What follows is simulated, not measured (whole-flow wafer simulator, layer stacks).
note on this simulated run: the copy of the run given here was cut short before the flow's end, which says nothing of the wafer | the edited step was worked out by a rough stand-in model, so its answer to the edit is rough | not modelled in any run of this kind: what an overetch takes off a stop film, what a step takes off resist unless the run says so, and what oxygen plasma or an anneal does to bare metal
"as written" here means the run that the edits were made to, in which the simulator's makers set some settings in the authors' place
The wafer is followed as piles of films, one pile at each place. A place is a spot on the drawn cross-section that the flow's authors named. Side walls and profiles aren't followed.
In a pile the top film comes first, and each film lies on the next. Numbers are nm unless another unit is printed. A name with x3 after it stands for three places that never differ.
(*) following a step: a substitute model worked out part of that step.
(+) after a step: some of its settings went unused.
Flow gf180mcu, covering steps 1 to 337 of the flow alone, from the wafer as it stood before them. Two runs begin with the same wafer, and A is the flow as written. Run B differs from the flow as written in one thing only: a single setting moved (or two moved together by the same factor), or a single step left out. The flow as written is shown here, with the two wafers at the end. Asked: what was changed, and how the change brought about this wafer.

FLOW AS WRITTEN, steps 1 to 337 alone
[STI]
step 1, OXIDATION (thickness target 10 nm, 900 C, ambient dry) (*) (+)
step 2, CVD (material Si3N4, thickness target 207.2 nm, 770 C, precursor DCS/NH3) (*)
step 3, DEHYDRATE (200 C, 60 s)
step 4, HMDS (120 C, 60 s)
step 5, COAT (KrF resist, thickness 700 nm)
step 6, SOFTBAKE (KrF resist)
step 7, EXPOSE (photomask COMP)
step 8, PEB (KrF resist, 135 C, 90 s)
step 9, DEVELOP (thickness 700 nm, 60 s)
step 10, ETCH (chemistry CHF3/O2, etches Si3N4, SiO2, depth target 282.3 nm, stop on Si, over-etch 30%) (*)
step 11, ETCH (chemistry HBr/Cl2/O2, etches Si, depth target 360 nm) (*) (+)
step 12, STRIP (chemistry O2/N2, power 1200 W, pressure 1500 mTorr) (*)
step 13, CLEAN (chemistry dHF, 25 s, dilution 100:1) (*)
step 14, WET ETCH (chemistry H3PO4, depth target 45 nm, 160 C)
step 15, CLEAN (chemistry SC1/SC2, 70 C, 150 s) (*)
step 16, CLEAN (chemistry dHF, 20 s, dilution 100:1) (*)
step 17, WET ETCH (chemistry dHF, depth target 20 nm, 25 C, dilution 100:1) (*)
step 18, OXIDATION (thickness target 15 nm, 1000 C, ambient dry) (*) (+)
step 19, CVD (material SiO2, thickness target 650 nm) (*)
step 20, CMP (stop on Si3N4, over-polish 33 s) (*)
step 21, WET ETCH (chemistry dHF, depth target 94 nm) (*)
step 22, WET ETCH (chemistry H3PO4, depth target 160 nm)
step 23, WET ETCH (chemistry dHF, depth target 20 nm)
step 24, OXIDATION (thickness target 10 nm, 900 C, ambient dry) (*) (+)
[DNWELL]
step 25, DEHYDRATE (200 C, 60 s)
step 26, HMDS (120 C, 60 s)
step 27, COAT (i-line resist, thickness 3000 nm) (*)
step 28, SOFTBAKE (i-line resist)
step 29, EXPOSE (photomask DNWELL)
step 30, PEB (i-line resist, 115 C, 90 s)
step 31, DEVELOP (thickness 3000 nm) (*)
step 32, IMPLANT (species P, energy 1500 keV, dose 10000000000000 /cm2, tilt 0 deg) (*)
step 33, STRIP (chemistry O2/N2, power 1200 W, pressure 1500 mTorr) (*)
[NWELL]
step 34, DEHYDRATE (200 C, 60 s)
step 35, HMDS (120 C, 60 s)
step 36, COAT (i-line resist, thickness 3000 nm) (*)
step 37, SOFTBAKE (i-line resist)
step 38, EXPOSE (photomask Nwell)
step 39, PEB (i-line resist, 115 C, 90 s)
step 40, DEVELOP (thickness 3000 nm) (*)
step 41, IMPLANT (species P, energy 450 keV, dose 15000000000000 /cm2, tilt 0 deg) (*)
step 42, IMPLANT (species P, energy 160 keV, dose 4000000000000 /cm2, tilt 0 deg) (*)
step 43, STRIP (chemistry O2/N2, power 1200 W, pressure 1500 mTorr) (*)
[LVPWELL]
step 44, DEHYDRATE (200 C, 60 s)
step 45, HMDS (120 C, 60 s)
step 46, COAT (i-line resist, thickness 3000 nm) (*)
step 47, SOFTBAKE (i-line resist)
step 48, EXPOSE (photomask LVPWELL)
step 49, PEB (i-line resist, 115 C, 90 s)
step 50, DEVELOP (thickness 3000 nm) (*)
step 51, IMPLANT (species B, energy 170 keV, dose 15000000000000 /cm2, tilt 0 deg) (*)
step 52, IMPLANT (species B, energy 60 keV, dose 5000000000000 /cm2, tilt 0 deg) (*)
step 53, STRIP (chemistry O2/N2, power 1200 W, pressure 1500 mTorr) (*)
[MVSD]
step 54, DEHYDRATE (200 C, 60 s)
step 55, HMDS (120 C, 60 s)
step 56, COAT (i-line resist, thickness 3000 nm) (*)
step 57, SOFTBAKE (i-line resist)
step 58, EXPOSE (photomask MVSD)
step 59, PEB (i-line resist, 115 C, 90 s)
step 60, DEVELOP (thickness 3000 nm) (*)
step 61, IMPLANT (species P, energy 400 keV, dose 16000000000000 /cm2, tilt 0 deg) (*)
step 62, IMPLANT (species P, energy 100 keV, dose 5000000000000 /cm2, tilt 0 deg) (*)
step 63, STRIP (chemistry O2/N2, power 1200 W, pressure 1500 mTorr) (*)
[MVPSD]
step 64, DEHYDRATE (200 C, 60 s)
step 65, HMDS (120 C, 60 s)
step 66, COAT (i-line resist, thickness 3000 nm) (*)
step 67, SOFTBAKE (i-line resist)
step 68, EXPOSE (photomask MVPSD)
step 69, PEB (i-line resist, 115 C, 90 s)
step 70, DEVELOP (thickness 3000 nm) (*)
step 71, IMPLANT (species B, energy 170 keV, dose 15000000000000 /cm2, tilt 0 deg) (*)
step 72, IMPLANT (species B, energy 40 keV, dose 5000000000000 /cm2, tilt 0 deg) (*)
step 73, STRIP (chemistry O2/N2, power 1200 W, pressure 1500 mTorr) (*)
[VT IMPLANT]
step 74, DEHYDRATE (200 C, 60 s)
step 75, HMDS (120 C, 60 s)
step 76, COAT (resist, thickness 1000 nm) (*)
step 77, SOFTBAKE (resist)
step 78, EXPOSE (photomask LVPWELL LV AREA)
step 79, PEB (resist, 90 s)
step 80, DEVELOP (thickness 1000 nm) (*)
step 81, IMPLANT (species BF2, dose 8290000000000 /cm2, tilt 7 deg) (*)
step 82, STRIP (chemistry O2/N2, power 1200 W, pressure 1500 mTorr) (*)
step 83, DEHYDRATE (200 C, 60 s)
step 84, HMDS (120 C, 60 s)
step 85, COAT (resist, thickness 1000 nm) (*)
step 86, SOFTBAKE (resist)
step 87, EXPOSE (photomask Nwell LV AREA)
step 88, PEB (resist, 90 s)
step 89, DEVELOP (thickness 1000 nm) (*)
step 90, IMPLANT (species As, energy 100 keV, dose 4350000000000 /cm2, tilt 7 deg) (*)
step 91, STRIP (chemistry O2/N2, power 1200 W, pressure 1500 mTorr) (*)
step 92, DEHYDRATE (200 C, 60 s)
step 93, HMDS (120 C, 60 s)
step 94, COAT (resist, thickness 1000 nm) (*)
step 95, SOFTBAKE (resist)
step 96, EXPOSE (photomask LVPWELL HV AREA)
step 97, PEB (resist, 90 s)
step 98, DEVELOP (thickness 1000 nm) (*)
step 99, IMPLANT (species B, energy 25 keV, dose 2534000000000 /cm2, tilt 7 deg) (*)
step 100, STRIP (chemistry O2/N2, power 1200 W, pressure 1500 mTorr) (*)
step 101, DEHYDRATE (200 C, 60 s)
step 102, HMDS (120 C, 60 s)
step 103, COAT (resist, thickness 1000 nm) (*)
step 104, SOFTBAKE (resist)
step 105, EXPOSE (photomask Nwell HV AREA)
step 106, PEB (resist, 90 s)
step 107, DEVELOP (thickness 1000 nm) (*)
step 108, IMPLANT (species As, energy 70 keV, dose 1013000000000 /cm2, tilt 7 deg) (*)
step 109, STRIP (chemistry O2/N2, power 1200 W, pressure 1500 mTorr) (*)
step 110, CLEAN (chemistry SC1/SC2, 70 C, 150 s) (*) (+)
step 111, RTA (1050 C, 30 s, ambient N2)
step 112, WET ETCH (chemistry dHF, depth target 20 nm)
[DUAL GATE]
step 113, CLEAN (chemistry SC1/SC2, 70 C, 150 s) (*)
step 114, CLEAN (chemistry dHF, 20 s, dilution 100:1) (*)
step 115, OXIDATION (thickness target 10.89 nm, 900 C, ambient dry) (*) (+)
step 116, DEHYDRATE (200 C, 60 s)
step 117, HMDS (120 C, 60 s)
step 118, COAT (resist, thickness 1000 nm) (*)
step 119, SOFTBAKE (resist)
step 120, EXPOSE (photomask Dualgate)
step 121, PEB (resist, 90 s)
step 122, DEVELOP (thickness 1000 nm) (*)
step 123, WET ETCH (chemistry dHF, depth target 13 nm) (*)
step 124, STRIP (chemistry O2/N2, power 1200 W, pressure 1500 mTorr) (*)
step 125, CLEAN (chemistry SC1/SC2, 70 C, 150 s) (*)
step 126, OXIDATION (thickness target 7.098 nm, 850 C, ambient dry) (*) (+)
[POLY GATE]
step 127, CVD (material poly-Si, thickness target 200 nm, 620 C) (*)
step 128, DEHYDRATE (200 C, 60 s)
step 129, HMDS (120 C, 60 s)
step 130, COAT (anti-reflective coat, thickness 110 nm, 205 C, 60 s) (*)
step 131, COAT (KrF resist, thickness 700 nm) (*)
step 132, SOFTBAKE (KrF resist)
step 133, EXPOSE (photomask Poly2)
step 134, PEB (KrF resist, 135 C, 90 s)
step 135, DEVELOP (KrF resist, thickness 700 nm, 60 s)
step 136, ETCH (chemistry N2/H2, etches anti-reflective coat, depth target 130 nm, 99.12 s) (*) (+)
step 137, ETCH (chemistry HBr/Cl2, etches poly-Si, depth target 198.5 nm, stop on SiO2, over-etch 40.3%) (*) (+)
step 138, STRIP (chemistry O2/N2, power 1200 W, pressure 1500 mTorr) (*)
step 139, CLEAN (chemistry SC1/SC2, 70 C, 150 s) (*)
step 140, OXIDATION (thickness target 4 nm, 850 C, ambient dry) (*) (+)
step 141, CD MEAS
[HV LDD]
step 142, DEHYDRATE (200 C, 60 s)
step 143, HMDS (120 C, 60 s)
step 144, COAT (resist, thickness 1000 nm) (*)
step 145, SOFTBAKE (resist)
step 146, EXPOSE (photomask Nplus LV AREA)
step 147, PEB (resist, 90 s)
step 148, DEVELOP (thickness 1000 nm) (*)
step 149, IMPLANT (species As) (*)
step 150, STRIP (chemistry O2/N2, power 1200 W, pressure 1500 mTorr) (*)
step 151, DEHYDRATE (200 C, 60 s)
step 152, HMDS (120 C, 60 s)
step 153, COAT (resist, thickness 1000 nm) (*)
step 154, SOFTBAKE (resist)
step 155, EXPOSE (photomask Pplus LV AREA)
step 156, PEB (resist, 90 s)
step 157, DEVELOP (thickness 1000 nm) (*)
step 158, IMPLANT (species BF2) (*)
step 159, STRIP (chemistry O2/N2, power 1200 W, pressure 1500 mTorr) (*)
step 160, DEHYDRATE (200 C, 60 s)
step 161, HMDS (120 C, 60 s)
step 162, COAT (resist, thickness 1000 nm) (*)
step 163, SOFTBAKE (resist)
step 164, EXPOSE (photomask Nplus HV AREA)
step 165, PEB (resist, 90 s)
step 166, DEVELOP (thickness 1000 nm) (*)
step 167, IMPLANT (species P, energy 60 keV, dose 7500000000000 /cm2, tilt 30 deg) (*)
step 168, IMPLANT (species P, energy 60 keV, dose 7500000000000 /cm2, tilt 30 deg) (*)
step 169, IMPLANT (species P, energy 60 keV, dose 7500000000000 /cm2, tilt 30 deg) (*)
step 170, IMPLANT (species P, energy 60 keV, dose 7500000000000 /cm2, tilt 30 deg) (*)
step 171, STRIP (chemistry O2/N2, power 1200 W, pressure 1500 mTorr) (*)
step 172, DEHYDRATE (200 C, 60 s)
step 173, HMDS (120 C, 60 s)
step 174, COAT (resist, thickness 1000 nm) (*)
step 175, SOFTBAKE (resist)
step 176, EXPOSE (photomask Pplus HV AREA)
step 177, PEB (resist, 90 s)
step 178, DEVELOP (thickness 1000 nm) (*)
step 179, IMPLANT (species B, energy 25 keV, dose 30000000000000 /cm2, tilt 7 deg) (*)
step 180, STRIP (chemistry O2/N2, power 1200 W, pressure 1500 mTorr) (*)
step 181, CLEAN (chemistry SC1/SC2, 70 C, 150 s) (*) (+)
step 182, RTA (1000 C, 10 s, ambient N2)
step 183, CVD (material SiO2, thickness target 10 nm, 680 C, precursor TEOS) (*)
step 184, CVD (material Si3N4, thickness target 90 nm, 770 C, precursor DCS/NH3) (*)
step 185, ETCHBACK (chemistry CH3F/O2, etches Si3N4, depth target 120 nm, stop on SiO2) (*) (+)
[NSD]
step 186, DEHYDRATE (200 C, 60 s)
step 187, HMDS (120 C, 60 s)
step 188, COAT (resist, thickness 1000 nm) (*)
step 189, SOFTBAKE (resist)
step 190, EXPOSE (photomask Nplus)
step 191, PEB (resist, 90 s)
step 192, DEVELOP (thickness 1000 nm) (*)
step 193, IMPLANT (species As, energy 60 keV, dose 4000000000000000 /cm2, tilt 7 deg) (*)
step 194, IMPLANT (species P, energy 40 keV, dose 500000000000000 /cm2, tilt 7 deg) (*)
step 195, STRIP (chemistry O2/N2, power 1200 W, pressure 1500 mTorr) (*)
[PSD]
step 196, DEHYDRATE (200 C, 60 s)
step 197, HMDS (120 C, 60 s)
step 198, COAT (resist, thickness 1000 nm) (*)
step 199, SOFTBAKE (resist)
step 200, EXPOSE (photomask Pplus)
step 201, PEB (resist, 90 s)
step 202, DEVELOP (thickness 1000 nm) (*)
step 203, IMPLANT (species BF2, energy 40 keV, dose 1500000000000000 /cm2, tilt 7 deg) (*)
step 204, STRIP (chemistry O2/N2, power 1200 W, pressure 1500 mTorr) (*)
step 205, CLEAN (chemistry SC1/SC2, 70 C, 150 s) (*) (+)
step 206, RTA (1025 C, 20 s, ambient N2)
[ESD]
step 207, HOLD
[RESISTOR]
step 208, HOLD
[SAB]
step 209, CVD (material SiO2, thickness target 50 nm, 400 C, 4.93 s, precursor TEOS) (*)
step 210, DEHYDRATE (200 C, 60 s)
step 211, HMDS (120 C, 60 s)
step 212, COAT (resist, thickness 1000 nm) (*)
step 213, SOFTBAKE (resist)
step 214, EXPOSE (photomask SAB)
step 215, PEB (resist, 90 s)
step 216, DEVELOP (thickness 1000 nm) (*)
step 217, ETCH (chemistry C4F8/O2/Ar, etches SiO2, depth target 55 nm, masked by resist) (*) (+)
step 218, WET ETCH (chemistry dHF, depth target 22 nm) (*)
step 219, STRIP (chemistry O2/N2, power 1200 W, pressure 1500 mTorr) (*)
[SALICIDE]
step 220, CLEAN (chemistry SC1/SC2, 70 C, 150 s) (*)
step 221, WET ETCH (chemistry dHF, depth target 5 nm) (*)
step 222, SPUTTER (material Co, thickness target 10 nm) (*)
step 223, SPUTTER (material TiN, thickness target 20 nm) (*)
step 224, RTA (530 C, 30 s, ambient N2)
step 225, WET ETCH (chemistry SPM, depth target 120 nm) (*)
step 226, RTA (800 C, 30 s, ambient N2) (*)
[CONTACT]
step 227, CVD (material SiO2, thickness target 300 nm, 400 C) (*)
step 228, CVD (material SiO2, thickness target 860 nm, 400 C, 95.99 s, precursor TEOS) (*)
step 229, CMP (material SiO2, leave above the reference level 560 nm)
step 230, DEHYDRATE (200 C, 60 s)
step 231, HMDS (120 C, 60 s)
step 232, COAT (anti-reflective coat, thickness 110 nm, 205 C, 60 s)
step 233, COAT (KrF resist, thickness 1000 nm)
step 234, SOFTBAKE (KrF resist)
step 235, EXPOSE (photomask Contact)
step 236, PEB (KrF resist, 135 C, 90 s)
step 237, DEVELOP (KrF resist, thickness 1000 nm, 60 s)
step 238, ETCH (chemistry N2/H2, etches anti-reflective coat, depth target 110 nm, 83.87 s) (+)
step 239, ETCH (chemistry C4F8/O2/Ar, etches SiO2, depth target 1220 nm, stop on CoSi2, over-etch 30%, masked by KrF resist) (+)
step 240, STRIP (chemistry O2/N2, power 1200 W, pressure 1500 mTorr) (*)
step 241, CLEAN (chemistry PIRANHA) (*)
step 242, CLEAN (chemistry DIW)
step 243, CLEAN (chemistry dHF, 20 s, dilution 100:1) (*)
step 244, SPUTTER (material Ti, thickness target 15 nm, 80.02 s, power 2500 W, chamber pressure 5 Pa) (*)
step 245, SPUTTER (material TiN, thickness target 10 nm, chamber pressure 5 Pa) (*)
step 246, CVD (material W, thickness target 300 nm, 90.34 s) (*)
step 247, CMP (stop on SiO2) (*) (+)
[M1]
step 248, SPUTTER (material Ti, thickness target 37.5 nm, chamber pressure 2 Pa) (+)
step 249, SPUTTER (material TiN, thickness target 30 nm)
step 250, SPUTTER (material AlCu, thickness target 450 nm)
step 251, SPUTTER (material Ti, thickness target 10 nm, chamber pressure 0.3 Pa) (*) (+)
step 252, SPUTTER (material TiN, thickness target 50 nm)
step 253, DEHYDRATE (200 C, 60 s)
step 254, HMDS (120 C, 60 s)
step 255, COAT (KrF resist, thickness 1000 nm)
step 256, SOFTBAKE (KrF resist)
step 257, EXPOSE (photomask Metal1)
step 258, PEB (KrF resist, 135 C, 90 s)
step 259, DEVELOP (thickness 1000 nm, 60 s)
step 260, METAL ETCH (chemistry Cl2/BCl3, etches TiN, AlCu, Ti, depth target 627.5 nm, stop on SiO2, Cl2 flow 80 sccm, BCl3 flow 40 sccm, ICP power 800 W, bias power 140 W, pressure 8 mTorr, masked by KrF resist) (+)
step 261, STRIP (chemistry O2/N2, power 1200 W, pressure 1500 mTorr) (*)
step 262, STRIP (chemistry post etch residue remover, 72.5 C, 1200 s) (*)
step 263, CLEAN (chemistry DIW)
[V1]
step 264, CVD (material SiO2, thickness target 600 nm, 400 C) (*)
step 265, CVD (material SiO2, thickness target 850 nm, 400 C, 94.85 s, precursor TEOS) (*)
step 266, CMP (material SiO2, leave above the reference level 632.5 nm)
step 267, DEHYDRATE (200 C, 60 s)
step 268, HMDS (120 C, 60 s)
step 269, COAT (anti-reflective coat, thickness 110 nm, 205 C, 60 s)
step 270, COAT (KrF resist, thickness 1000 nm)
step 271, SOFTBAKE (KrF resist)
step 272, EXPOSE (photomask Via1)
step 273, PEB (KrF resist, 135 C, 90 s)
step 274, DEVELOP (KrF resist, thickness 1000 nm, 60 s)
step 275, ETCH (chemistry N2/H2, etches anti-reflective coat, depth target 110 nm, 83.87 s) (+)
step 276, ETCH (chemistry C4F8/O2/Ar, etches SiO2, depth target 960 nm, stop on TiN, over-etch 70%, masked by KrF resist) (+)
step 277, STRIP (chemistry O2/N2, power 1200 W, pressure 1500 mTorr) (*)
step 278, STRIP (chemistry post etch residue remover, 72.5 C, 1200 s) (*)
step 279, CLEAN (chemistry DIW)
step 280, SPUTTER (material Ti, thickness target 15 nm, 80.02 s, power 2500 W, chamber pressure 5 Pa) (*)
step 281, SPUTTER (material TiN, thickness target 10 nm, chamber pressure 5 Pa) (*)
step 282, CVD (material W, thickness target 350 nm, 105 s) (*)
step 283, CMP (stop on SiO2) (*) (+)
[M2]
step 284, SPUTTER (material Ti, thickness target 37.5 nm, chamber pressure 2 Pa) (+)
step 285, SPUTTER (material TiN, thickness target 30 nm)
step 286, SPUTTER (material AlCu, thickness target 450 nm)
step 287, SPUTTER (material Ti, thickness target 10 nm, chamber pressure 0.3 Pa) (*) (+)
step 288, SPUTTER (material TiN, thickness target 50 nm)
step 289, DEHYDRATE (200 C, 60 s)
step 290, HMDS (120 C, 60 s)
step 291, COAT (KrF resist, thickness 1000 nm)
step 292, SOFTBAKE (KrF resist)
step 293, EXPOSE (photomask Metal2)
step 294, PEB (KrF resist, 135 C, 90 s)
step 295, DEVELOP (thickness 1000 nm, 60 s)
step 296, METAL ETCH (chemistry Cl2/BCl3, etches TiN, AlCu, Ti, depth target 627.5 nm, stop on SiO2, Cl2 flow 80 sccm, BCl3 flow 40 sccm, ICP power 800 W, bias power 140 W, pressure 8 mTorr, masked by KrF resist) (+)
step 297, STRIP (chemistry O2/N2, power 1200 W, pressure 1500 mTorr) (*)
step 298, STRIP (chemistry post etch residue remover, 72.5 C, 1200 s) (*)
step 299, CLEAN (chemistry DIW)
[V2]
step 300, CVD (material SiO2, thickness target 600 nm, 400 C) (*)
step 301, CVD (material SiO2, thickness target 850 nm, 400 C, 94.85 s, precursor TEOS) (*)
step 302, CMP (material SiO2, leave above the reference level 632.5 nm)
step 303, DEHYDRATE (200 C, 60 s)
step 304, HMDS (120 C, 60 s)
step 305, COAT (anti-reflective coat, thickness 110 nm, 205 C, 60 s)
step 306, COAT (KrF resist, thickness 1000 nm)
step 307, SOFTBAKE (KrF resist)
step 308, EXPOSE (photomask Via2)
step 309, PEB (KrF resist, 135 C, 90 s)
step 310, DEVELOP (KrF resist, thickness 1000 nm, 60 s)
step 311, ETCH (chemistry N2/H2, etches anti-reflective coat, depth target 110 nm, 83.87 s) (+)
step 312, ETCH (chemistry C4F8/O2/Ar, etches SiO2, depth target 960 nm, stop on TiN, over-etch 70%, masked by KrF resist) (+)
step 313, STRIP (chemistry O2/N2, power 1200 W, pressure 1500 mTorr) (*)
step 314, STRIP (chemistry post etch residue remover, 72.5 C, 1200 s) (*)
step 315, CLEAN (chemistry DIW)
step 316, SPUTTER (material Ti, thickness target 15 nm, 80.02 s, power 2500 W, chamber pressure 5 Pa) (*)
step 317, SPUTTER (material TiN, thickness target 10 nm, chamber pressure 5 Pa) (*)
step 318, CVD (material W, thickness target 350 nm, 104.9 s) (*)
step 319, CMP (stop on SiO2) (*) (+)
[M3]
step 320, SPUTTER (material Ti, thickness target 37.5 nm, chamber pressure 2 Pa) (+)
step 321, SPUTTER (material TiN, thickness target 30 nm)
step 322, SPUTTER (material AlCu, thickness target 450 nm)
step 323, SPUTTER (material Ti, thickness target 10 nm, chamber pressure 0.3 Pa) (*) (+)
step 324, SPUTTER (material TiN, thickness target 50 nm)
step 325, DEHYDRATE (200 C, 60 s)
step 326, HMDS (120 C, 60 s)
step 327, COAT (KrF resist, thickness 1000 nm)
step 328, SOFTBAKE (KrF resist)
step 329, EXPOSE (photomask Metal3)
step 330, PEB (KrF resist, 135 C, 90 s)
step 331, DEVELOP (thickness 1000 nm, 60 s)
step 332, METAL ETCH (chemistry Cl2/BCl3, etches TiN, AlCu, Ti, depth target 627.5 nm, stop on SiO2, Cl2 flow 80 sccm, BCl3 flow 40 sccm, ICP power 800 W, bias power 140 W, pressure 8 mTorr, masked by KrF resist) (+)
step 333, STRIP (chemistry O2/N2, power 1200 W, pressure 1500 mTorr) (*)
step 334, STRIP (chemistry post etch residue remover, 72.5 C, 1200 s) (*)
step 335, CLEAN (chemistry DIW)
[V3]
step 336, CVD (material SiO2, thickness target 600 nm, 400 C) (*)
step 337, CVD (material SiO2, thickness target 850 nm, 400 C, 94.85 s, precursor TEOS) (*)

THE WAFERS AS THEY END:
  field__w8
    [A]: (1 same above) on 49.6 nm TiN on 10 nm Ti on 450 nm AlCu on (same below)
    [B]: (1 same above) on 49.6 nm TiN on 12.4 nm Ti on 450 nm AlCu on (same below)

The reason: step 323, SPUTTER: thickness target 12.4 nm was run, though the flow has thickness target 10 nm.
The wafer lets one read it off: field__w8 has Ti 12.4, and step 323 as written asks for 10 nm.

The path from the change to this, step by step:
  step 323, SPUTTER (material Ti, thickness target 10 nm, chamber pressure 0.3 Pa) (*) (+)
      field, field__w1, field__w2 and 108 more: A Ti gains 10 (new film) | B Ti gains 12.4 (new film)
  step 332, METAL ETCH (chemistry Cl2/BCl3, etches TiN, AlCu, Ti, depth target 627.5 nm, stop on SiO2, Cl2 flow 80 sccm, BCl3 flow 40 sccm, ICP power 800 W, bias power 140 W, pressure 8 mTorr, masked by KrF resist) (+)
      field, field__w1, field__w2 and 103 more: A TiN loses 50 (all of it), Ti loses 10 (all of it), AlCu loses 450 (all of it), TiN loses 30 (all of it), Ti loses 37.5 (all of it) | B TiN loses 50 (all of it), Ti loses 12.4 (all of it), AlCu loses 450 (all of it), TiN loses 30 (all of it), Ti loses 37.5 (all of it)
